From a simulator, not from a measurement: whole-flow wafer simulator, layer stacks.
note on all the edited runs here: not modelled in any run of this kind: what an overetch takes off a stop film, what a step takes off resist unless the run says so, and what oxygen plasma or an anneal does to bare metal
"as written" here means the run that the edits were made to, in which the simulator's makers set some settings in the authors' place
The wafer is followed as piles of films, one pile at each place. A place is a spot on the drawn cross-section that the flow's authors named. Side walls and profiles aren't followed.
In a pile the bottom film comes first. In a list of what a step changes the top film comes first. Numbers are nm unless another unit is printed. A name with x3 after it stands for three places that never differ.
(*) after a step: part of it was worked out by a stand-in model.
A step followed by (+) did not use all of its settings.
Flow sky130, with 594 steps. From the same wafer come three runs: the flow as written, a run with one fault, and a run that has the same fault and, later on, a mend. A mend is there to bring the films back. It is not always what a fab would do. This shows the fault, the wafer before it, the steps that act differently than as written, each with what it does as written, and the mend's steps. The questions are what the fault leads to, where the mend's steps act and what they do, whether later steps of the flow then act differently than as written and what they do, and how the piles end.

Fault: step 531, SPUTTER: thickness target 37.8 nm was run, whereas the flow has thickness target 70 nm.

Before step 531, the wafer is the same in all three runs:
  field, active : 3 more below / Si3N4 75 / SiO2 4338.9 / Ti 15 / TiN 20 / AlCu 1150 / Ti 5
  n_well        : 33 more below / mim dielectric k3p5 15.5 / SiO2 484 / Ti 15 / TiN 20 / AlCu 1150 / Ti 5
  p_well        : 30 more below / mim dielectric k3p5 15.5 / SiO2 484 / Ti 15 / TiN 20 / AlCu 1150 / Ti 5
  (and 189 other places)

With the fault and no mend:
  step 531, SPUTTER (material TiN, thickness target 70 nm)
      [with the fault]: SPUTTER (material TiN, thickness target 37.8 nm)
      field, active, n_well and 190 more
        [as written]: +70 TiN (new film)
        [with the fault]: +37.8 TiN (new film)
  Later steps of the flow acting differently than as written (17 more steps, not shown, differ only slightly: by at most 2% or 0.5 nm, whichever is larger):
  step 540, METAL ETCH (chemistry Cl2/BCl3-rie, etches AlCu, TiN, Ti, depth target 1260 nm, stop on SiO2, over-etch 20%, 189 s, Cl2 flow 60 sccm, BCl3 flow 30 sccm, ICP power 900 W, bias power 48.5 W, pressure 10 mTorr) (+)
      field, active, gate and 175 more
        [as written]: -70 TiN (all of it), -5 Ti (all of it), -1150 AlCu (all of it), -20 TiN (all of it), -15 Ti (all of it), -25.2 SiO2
        [with the fault]: -37.8 TiN (all of it), -5 Ti (all of it), -1150 AlCu (all of it), -20 TiN (all of it), -15 Ti (all of it), -28.4 SiO2
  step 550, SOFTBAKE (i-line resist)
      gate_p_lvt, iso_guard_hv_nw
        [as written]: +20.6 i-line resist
        [with the fault]: +20 i-line resist
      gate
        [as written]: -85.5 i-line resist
        [with the fault]: -82.3 i-line resist
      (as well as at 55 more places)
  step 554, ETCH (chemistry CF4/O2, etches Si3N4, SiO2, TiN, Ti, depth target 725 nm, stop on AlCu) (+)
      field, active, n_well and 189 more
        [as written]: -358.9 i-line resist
        [with the fault]: -326.7 i-line resist
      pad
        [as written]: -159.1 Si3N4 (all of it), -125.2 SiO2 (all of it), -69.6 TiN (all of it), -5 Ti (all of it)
        [with the fault]: -159.1 Si3N4 (all of it), -125.2 SiO2 (all of it), -37.4 TiN (all of it), -5 Ti (all of it)
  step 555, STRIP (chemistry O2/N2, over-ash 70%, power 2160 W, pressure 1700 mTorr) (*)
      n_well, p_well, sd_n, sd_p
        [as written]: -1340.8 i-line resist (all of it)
        [with the fault]: -1401.3 i-line resist (all of it)
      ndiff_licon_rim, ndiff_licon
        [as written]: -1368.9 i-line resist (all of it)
        [with the fault]: -1428.6 i-line resist (all of it)
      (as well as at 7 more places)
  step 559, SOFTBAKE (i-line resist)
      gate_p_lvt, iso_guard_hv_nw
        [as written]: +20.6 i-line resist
        [with the fault]: +20 i-line resist
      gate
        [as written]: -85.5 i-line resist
        [with the fault]: -82.3 i-line resist
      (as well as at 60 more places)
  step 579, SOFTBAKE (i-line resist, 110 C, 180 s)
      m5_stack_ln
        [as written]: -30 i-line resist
        [with the fault]: -29.2 i-line resist
  By the end, the piles at n_well, p_well, sd_n and 11 more depart from the flow's by more than 2% or 0.5 nm, whichever is larger.
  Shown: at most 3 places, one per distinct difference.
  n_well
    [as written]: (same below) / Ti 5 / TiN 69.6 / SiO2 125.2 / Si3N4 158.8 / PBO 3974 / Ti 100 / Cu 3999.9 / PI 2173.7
    [with the fault]: (same below) / Ti 5 / TiN 37.4 / SiO2 125.2 / Si3N4 158.8 / PBO 3997.2 / Ti 100 / Cu 3999.9 / PI 2177.5
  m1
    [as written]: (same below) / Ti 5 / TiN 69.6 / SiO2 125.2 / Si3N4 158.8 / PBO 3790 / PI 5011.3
    [with the fault]: (same below) / Ti 5 / TiN 37.4 / SiO2 125.2 / Si3N4 158.8 / PBO 3816.8 / PI 5012.9
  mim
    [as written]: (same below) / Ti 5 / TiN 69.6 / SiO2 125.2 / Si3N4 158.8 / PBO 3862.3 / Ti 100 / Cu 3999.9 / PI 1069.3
    [with the fault]: (same below) / Ti 5 / TiN 37.4 / SiO2 125.2 / Si3N4 158.8 / PBO 3887.2 / Ti 100 / Cu 3999.9 / PI 1072.2

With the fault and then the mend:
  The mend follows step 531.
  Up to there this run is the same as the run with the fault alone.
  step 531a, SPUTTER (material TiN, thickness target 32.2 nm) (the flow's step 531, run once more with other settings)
      field, active, n_well and 190 more
        +32.2 TiN
  Every later step of the flow that is run acts as written at every place that is followed.
  At every place that both follow, the piles at the end match the flow's.
